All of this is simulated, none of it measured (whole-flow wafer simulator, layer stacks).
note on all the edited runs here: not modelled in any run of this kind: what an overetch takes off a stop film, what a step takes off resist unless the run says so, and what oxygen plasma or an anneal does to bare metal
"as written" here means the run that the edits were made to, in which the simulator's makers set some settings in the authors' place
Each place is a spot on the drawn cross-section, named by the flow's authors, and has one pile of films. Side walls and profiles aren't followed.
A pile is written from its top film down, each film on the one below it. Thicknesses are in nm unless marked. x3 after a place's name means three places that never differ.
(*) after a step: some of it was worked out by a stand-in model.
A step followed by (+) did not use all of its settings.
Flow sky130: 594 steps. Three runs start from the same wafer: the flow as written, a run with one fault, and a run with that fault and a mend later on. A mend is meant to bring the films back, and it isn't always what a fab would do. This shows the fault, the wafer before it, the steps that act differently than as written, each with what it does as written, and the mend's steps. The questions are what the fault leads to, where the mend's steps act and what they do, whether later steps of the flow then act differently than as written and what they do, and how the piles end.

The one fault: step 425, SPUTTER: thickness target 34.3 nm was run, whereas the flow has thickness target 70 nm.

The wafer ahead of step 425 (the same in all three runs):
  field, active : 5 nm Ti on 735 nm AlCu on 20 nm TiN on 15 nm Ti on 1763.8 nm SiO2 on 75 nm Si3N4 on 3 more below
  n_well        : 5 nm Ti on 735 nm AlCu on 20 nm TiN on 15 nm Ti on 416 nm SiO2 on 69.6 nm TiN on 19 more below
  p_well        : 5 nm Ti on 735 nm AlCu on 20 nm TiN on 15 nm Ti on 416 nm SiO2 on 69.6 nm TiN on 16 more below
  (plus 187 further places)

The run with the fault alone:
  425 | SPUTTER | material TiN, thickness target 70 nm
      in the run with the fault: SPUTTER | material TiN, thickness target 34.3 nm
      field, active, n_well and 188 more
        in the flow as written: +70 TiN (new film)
        in the run with the fault: +34.3 TiN (new film)
  Later steps of the flow acting differently than as written (14 other steps are not shown; they differ only slightly, by no more than 2% or 0.5 nm, whichever is larger):
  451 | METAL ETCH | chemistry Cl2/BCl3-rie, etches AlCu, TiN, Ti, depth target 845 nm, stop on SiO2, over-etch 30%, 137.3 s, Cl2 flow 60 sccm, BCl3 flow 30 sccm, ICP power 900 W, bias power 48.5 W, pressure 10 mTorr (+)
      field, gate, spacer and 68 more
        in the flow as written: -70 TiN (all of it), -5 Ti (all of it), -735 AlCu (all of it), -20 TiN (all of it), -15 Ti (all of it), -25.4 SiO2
        in the run with the fault: -34.3 TiN (all of it), -5 Ti (all of it), -735 AlCu (all of it), -20 TiN (all of it), -15 Ti (all of it), -28.9 SiO2
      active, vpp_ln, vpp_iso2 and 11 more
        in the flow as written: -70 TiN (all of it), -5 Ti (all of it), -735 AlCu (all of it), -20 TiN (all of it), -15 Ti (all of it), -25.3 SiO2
        in the run with the fault: -34.3 TiN (all of it), -5 Ti (all of it), -735 AlCu (all of it), -20 TiN (all of it), -15 Ti (all of it), -28.9 SiO2
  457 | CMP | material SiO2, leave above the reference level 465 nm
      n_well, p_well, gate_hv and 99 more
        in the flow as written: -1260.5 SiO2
        in the run with the fault: -1224.8 SiO2
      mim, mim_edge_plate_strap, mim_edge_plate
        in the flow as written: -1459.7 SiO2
        in the run with the fault: -1424 SiO2
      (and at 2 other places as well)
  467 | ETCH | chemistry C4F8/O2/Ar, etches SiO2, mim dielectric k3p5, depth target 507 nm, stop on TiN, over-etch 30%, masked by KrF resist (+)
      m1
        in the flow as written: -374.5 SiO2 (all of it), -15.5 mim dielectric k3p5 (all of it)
        in the run with the fault: -410.2 SiO2 (all of it), -15.5 mim dielectric k3p5 (all of it)
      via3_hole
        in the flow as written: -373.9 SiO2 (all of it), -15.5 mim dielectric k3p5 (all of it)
        in the run with the fault: -409.6 SiO2 (all of it), -15.5 mim dielectric k3p5 (all of it)
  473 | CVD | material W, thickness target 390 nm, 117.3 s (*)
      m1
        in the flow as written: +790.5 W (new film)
        in the run with the fault: +826.6 W (new film)
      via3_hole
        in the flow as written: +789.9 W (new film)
        in the run with the fault: +826 W (new film)
  The piles end different from the flow's at n_well, p_well, gate_hv and 104 more by more than 2% or 0.5 nm, whichever is larger.
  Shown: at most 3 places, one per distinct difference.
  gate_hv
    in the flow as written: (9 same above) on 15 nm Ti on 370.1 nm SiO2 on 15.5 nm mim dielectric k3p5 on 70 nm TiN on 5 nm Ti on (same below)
    in the run with the fault: (9 same above) on 15 nm Ti on 405.8 nm SiO2 on 15.5 nm mim dielectric k3p5 on 34.3 nm TiN on 5 nm Ti on (same below)
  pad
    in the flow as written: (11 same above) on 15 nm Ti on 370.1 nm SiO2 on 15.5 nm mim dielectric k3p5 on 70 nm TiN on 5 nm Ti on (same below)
    in the run with the fault: (11 same above) on 15 nm Ti on 405.8 nm SiO2 on 15.5 nm mim dielectric k3p5 on 34.3 nm TiN on 5 nm Ti on (same below)
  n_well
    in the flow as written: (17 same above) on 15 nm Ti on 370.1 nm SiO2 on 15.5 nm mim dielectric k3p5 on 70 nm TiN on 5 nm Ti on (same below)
    in the run with the fault: (17 same above) on 15 nm Ti on 405.8 nm SiO2 on 15.5 nm mim dielectric k3p5 on 34.3 nm TiN on 5 nm Ti on (same below)

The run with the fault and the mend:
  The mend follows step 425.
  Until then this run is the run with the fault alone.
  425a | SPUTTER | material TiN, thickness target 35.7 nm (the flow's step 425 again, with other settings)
      field, active, n_well and 188 more
        +35.7 TiN
  None of the later steps of the flow acts differently than as written at any place that is followed.
  By the end, the piles equal the flow's at every place that both follow.
